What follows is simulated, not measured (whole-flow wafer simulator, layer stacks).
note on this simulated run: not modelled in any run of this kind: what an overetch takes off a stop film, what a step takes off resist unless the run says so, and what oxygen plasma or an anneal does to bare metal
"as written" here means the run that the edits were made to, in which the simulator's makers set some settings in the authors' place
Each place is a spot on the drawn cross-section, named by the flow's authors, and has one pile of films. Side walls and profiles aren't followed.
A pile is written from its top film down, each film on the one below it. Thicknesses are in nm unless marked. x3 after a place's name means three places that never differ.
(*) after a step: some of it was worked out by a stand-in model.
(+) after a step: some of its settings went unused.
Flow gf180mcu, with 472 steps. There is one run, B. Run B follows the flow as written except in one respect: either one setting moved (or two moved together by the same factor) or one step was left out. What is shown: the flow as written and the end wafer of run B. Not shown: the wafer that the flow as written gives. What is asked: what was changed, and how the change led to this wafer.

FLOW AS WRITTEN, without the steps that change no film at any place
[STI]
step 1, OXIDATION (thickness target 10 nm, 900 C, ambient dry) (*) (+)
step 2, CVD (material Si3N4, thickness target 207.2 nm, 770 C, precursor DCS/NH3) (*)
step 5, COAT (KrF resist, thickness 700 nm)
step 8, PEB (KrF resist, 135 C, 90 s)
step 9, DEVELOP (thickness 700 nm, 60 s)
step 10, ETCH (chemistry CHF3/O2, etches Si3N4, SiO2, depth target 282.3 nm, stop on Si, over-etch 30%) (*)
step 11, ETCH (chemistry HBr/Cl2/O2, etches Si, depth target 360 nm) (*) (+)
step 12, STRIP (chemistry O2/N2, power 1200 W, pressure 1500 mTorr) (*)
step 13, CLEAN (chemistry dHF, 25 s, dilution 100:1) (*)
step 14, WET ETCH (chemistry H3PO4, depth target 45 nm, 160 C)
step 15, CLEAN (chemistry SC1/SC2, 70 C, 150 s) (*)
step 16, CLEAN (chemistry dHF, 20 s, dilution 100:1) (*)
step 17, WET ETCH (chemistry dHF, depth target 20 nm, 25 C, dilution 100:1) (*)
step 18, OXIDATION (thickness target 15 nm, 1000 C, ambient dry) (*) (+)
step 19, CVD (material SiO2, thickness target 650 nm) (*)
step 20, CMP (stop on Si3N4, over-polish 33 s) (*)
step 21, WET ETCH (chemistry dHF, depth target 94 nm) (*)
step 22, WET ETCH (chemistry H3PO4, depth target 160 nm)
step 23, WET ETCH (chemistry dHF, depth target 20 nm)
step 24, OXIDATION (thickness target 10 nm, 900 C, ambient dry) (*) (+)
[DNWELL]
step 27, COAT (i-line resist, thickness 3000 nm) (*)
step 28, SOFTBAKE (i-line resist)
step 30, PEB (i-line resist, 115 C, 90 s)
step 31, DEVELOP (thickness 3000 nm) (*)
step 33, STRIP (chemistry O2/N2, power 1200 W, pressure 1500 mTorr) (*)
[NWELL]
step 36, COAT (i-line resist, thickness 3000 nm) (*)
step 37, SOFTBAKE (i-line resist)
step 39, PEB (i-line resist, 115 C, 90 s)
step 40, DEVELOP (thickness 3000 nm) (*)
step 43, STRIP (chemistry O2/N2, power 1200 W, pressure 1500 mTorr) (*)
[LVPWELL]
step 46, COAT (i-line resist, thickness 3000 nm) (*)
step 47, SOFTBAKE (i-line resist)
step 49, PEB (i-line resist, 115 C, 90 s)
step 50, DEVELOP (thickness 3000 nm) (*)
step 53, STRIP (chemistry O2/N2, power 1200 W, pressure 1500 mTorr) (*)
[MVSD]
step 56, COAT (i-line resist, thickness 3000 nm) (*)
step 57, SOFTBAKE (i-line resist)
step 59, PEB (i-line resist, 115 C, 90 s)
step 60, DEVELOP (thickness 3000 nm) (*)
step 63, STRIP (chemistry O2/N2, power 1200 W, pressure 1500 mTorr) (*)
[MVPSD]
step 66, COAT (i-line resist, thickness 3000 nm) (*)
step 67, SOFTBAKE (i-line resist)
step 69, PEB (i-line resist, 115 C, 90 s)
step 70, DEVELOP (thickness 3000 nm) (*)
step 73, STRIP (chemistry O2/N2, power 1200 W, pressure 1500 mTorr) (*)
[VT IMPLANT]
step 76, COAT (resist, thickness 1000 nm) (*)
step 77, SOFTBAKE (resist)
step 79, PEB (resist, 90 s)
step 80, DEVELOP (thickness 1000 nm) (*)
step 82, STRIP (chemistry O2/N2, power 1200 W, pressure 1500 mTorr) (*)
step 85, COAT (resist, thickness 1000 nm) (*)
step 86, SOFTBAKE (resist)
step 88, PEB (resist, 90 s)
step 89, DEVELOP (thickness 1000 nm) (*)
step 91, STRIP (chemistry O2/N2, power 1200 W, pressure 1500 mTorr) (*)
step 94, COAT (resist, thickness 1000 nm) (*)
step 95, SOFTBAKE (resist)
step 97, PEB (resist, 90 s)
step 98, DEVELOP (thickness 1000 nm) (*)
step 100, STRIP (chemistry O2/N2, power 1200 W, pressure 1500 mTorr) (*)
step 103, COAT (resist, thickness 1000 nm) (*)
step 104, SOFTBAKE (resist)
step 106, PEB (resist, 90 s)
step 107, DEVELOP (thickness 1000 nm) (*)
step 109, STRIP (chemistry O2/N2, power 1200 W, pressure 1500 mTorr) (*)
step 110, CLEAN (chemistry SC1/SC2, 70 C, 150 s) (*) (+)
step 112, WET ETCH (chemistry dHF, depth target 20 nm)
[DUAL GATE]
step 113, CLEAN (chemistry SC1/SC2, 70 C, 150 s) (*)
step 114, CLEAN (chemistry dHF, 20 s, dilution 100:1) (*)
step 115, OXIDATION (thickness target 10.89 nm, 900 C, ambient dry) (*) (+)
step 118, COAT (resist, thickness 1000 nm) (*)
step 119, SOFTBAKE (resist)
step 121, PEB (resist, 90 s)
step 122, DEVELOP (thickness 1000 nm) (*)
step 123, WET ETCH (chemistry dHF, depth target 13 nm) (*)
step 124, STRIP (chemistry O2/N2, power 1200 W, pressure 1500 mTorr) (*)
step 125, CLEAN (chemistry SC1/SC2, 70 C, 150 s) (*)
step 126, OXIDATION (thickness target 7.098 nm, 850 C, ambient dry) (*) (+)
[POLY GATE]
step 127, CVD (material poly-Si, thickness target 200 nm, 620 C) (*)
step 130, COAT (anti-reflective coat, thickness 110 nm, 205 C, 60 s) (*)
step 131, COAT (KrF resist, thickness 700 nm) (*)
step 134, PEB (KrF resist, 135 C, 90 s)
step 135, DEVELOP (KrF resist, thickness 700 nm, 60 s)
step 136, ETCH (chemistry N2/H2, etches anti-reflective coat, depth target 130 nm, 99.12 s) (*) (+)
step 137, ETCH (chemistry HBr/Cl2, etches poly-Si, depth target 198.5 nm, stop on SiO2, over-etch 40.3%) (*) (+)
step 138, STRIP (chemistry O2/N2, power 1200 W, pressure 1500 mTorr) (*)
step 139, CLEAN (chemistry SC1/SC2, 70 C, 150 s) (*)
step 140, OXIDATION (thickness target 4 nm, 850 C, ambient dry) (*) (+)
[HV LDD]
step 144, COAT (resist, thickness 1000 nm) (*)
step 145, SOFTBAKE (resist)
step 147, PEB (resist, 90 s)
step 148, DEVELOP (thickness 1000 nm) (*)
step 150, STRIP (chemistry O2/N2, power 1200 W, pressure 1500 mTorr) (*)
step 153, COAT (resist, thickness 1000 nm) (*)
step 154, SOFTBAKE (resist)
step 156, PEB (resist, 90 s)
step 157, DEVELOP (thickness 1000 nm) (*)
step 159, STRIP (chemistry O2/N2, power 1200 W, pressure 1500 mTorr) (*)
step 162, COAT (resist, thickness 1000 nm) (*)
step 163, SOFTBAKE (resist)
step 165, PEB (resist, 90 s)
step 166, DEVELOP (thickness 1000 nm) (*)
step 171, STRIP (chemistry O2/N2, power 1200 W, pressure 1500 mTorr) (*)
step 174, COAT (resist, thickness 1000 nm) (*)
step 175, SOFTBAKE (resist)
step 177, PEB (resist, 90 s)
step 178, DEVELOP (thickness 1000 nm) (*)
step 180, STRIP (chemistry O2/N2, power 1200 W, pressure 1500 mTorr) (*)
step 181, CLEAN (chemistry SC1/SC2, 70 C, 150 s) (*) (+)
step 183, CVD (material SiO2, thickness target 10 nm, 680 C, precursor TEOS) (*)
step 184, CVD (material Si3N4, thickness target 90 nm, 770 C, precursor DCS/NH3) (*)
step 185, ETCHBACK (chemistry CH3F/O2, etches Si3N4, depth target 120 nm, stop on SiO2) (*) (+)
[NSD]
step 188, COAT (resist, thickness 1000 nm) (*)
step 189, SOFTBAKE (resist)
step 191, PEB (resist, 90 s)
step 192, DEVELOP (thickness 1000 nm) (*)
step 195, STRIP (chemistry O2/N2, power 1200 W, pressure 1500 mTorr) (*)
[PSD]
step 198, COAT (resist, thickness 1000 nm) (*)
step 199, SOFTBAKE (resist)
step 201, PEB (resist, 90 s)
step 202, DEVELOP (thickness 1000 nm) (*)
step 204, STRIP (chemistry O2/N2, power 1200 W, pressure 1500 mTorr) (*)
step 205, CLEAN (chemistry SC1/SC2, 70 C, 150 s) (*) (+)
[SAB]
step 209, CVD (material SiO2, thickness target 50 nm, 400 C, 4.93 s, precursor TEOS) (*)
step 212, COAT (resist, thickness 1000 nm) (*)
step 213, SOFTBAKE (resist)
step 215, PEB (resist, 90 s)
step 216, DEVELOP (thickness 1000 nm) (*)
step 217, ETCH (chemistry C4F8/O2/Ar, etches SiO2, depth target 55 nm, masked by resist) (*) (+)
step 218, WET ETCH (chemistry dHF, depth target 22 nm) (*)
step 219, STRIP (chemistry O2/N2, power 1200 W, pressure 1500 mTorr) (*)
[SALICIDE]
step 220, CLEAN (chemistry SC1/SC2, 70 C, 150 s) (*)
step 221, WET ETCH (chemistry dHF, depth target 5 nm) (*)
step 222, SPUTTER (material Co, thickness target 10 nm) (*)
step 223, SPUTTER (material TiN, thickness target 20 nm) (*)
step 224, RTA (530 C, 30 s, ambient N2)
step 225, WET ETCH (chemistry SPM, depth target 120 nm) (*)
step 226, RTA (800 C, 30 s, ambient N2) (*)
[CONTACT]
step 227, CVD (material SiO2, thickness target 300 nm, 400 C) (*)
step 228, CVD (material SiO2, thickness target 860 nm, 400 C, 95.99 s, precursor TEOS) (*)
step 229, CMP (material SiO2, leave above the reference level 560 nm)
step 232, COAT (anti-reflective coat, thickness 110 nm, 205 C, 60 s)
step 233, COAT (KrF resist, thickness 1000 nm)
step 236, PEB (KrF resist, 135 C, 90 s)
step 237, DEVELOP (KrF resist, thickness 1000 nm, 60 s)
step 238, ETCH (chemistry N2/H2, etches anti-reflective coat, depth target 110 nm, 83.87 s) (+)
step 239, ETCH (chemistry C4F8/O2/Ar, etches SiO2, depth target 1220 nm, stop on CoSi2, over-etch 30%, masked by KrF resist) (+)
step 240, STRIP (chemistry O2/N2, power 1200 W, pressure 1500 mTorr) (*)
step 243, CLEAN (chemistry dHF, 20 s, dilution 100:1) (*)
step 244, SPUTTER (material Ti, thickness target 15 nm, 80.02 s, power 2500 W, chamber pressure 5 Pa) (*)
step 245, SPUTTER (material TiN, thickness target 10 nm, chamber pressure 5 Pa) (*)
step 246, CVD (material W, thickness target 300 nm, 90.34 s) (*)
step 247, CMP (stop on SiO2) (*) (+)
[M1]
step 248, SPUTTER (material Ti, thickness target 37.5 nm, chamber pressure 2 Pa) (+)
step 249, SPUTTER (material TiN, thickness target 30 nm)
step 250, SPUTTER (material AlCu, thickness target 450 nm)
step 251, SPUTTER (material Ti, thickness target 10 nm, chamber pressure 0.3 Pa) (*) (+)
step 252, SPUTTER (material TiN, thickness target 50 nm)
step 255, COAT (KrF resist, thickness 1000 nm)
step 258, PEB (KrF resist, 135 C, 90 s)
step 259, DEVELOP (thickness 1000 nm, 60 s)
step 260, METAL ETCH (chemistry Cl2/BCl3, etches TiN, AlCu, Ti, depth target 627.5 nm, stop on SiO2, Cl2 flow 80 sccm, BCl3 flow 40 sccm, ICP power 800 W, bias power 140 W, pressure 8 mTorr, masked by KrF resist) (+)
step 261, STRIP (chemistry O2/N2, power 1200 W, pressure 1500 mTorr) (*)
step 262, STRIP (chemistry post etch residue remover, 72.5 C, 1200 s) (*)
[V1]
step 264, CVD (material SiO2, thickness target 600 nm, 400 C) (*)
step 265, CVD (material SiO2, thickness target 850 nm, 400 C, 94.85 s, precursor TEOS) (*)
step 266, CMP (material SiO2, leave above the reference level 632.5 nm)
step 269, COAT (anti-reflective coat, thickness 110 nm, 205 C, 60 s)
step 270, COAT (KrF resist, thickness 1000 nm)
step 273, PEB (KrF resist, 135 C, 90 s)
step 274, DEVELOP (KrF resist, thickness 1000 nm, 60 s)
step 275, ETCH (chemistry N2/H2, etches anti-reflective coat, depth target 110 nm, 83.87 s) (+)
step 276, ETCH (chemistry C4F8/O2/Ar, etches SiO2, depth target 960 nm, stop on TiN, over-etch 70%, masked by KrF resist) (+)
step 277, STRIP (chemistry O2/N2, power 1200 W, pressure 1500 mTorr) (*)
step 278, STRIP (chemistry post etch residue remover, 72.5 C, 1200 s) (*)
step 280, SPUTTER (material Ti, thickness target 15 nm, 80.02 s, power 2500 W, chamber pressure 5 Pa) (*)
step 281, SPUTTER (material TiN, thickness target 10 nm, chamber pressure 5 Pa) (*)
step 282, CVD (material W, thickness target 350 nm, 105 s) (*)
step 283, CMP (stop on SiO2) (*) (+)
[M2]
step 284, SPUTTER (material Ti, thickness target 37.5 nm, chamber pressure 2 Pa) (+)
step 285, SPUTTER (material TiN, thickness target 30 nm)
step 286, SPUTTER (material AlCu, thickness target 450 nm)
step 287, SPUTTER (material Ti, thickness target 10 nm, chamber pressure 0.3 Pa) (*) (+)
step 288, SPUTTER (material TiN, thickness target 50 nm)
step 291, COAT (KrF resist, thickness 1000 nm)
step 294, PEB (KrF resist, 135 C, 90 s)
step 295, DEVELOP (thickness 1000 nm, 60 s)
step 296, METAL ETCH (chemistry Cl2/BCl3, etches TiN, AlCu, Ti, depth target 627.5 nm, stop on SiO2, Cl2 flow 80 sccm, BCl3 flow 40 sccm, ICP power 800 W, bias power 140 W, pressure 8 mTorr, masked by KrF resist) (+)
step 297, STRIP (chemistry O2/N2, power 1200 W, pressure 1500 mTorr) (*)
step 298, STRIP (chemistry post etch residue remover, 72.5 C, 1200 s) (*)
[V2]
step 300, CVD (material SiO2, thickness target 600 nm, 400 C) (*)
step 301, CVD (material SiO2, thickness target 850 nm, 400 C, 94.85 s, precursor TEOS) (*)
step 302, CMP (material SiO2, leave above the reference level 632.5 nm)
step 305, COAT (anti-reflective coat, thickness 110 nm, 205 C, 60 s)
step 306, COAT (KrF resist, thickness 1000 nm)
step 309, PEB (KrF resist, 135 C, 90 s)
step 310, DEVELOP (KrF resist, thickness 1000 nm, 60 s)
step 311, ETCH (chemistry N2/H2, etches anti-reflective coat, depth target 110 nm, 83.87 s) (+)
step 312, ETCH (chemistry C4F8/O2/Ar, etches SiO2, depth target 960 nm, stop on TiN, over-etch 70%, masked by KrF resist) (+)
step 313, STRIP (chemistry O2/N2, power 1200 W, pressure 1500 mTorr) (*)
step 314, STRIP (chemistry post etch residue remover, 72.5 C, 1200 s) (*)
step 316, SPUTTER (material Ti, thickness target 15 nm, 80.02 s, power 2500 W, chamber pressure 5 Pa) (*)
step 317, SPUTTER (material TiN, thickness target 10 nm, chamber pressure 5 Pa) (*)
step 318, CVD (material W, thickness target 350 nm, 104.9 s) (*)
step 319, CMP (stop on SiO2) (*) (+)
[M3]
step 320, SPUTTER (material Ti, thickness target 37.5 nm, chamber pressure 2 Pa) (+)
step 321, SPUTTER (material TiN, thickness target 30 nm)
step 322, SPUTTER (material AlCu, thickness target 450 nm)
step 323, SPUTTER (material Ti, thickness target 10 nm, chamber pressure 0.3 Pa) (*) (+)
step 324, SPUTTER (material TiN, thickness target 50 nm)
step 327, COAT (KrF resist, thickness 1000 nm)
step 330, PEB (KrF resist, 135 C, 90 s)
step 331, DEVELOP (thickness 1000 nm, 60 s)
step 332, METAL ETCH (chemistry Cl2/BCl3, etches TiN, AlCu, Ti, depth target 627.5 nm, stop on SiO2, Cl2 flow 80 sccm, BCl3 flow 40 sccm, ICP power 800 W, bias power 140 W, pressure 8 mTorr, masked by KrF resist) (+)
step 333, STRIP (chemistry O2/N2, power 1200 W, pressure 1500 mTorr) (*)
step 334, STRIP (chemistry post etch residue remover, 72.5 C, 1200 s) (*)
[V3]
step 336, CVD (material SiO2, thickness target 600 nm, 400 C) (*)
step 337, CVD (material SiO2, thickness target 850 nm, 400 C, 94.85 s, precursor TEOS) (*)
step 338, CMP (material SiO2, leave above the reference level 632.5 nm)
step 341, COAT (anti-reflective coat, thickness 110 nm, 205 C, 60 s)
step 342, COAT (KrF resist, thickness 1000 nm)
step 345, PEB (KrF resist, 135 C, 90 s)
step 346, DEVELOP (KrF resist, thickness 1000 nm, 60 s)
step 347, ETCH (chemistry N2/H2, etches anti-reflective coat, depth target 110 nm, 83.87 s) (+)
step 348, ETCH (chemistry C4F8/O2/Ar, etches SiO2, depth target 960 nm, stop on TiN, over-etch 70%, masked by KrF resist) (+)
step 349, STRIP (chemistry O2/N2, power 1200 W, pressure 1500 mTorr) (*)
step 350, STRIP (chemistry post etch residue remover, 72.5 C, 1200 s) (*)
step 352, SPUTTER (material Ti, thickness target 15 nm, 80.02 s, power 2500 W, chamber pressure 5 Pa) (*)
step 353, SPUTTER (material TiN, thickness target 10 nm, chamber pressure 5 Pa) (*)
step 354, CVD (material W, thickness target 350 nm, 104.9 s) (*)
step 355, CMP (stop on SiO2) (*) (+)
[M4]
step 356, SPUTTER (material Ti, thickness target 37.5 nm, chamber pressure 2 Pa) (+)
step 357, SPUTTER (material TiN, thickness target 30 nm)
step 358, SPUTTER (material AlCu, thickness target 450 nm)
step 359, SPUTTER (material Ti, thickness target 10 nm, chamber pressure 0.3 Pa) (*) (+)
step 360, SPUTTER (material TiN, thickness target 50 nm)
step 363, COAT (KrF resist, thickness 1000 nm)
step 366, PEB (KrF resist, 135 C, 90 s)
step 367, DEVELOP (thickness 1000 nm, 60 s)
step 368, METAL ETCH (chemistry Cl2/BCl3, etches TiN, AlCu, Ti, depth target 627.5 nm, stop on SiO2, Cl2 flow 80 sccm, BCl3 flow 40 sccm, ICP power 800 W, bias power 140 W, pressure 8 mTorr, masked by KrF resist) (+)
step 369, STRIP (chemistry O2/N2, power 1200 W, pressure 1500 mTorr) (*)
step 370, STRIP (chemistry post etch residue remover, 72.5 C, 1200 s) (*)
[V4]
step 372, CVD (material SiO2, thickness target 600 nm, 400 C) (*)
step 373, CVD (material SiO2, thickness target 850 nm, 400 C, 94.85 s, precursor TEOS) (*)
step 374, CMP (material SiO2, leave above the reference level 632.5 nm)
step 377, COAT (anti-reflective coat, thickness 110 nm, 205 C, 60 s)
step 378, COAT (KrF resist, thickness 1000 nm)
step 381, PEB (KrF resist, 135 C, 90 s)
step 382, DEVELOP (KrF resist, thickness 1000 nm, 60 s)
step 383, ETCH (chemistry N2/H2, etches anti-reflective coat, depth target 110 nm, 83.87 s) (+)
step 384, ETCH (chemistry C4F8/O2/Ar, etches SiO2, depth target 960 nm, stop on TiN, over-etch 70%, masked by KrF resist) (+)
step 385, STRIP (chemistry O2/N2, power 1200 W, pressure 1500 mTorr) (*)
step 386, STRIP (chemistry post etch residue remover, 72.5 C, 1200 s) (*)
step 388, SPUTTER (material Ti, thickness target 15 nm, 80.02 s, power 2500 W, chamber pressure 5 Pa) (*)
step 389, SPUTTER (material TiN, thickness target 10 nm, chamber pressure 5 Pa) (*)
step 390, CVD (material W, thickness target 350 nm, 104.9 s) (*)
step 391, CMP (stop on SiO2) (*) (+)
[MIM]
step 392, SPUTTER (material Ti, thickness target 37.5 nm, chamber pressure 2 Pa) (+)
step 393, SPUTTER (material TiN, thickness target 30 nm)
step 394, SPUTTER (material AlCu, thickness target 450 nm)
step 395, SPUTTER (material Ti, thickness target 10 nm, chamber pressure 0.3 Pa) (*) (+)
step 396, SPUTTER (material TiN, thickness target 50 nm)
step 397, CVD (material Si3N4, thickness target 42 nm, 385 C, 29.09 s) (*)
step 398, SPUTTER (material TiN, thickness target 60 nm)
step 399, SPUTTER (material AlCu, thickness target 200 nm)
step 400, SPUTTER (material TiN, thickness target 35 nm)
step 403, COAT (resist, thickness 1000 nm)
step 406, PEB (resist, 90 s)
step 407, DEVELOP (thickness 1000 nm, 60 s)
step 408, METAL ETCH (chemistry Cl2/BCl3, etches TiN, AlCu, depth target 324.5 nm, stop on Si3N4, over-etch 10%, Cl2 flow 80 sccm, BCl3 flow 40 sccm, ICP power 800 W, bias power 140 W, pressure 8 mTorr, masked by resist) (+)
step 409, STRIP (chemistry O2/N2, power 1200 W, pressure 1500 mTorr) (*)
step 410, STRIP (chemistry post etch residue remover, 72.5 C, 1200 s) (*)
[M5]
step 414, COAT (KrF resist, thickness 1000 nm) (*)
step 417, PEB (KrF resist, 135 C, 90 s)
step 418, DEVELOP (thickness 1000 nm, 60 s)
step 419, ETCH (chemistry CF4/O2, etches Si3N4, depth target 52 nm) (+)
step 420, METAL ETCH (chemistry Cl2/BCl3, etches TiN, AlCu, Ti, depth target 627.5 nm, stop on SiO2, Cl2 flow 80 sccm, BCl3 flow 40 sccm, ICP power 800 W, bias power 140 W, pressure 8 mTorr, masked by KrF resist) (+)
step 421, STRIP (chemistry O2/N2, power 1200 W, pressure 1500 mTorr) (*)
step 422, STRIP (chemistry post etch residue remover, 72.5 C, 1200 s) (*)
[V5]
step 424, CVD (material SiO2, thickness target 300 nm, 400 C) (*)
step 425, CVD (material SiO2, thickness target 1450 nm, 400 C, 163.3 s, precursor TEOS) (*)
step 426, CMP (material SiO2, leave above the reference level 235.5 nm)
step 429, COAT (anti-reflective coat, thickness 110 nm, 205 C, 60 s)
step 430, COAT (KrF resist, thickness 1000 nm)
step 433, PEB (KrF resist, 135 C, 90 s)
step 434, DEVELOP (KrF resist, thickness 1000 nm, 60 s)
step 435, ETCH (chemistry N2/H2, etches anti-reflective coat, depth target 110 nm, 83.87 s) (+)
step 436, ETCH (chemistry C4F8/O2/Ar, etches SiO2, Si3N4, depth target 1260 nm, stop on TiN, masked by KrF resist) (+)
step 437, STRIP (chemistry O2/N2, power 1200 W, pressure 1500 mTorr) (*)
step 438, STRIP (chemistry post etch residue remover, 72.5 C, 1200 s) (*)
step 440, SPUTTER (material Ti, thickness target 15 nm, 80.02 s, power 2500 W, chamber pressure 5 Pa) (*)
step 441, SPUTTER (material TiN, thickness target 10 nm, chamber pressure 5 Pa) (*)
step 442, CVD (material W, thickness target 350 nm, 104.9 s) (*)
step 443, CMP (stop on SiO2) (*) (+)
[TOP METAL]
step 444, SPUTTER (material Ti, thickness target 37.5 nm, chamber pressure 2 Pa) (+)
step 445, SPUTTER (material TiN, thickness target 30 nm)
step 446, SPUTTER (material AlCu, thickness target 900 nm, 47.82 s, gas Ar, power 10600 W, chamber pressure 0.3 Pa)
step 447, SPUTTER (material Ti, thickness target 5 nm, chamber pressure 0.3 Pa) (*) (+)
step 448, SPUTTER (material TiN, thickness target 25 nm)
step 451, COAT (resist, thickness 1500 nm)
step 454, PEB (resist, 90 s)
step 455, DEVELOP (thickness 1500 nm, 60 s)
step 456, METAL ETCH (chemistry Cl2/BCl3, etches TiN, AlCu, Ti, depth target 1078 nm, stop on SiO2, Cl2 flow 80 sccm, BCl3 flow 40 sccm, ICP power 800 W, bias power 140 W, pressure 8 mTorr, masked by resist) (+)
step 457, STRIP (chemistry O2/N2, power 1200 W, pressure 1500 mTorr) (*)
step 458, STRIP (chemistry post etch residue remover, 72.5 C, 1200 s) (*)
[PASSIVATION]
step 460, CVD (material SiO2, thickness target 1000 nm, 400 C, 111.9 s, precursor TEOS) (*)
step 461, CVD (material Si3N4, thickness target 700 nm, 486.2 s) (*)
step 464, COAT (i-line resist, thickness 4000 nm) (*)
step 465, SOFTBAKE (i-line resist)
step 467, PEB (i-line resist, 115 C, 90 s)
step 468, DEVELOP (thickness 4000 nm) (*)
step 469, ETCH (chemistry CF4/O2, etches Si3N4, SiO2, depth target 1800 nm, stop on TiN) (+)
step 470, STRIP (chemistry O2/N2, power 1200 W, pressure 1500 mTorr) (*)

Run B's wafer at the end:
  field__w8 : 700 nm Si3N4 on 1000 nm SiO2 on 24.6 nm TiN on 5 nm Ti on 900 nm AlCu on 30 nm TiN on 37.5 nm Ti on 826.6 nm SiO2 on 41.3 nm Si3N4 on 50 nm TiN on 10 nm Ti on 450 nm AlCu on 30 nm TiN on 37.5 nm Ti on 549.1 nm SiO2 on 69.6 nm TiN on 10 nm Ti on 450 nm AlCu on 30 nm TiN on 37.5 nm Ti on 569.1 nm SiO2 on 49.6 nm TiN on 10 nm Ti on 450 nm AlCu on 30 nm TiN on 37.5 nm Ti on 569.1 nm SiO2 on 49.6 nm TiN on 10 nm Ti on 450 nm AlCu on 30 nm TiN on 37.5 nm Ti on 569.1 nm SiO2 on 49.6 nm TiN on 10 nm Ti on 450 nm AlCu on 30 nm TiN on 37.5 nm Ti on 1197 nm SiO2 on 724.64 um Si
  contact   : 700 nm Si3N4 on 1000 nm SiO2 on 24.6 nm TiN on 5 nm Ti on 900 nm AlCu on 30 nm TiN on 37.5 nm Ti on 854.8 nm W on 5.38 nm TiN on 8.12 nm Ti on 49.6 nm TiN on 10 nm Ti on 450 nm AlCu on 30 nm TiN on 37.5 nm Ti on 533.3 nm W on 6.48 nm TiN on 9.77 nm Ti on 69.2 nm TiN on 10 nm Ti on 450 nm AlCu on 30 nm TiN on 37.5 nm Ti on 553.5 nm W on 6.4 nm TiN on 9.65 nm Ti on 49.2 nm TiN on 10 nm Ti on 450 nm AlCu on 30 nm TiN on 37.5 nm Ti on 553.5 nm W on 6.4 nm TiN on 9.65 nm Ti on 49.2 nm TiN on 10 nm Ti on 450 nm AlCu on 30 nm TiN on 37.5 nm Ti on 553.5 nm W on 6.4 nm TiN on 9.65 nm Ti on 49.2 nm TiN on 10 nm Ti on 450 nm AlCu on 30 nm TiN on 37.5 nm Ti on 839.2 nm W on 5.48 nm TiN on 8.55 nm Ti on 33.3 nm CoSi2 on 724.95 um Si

The reason: step 360, SPUTTER: thickness target 70 nm was run, whereas the flow has thickness target 50 nm.

The path from the change to this, step by step:
  step 360, SPUTTER (material TiN, thickness target 50 nm)
      field, field__w1, field__w2 and 108 more: +70 TiN (new film) (it would be, as written: +50 TiN (new film))
  step 368, METAL ETCH (chemistry Cl2/BCl3, etches TiN, AlCu, Ti, depth target 627.5 nm, stop on SiO2, Cl2 flow 80 sccm, BCl3 flow 40 sccm, ICP power 800 W, bias power 140 W, pressure 8 mTorr, masked by KrF resist) (+)
      field, field__w1, field__w2 and 103 more: -70 TiN (all of it), -10 Ti (all of it), -450 AlCu (all of it), -30 TiN (all of it), -37.5 Ti (all of it) (it would be, as written: -50 TiN (all of it), -10 Ti (all of it), -450 AlCu (all of it), -30 TiN (all of it), -37.5 Ti (all of it))
  step 374, CMP (material SiO2, leave above the reference level 632.5 nm)
      field__w8, contact, m1, m1__w1, m1_nw: -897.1 SiO2 (it would be, as written: -877.1 SiO2)
  step 384, ETCH (chemistry C4F8/O2/Ar, etches SiO2, depth target 960 nm, stop on TiN, over-etch 70%, masked by KrF resist) (+)
      field, field__w1, field__w2 and 107 more: -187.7 KrF resist (it would be, as written: -192 KrF resist)
      contact: -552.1 SiO2 (all of it) (it would be, as written: -572.1 SiO2 (all of it))
  step 390, CVD (material W, thickness target 350 nm, 104.9 s) (*)
      contact: +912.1 W (new film) (it would be, as written: +932.3 W (new film))
